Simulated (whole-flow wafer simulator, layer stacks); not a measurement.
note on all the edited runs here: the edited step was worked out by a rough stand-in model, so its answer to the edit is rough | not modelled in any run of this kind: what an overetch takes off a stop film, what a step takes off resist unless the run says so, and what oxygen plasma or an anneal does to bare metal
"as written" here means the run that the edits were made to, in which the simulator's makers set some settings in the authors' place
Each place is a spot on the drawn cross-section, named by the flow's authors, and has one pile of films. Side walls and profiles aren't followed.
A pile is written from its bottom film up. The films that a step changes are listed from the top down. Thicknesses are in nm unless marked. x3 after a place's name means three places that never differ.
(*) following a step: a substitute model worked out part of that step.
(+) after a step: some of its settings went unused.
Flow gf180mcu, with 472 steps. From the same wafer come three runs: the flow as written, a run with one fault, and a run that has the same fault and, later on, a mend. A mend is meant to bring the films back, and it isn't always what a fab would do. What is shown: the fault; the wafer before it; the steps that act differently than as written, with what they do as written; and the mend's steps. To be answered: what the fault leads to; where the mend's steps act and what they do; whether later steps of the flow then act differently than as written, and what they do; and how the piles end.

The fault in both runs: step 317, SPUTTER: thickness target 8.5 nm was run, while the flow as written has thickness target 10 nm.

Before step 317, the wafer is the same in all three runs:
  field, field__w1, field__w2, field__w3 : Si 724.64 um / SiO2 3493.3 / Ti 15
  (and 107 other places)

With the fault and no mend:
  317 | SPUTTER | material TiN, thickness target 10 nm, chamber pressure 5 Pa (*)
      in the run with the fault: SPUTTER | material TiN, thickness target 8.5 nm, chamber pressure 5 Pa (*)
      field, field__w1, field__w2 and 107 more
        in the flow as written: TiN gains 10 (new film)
        in the run with the fault: TiN gains 8.5 (new film)
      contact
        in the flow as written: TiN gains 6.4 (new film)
        in the run with the fault: TiN gains 5.45 (new film)
  Steps further on in the flow that do not act as written (1 other step is not shown; it differs only slightly, by no more than 2% or 0.5 nm, whichever is larger):
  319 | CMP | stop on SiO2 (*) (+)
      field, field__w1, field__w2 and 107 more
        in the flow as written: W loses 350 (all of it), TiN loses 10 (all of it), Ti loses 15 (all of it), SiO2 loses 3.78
        in the run with the fault: W loses 350 (all of it), TiN loses 8.5 (all of it), Ti loses 15 (all of it), SiO2 loses 3.77
  At contact, the piles at the end differ from the flow's by more than 2% or 0.5 nm, whichever is larger.
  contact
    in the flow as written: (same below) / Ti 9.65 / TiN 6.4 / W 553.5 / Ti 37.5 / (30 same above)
    in the run with the fault: (same below) / Ti 9.65 / TiN 5.45 / W 554.5 / Ti 37.5 / (30 same above)

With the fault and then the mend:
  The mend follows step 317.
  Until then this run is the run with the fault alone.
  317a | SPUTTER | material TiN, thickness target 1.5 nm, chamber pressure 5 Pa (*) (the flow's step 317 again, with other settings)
      field, field__w1, field__w2 and 107 more
        TiN gains 1.5
      contact
        TiN gains 0.96
  None of the later steps of the flow acts differently than as written at any place that is followed.
  At every place that both follow, the piles at the end match the flow's.
